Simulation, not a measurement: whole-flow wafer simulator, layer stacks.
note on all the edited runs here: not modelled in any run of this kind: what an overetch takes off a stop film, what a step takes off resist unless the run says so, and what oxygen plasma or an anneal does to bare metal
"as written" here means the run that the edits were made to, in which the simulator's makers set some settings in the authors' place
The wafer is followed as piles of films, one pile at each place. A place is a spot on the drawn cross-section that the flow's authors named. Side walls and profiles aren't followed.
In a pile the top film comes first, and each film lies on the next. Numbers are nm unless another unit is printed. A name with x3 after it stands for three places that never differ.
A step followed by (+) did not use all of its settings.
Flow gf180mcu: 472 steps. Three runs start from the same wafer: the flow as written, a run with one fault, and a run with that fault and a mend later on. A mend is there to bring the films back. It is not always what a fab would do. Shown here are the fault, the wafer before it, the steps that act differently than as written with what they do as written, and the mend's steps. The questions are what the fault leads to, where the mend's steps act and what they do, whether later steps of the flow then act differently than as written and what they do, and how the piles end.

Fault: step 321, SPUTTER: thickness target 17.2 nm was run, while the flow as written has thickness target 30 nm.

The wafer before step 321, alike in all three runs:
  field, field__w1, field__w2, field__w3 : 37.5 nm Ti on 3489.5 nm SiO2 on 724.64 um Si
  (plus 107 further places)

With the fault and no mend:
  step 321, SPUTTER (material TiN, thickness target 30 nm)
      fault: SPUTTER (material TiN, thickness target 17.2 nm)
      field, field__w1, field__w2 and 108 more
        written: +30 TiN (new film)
        fault: +17.2 TiN (new film)
  Steps further on in the flow that do not act as written:
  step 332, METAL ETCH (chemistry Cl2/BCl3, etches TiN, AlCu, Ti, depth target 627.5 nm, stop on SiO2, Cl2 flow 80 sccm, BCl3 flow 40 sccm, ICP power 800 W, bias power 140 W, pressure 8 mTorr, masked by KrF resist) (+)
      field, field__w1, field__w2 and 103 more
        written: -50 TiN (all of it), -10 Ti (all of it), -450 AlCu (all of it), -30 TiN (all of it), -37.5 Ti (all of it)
        fault: -50 TiN (all of it), -10 Ti (all of it), -450 AlCu (all of it), -17.2 TiN (all of it), -37.5 Ti (all of it)
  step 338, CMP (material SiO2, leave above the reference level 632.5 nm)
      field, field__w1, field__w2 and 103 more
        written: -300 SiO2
        fault: -312.8 SiO2
  By the end, the piles at field__w8, contact, m1, m1__w1, m1_nw depart from the flow's by more than 2% or 0.5 nm, whichever is larger.
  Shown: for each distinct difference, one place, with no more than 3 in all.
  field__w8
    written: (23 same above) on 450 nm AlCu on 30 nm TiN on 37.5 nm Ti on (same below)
    fault: (23 same above) on 450 nm AlCu on 17.2 nm TiN on 37.5 nm Ti on (same below)
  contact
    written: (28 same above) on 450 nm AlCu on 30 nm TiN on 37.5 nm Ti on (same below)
    fault: (28 same above) on 450 nm AlCu on 17.2 nm TiN on 37.5 nm Ti on (same below)

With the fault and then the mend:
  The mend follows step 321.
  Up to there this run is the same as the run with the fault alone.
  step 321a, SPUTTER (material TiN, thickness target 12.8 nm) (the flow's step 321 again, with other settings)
      field, field__w1, field__w2 and 108 more
        +12.8 TiN
  Later steps of the flow that are run all act as written at every place that is followed.
  By the end, the piles equal the flow's at every place that both follow.
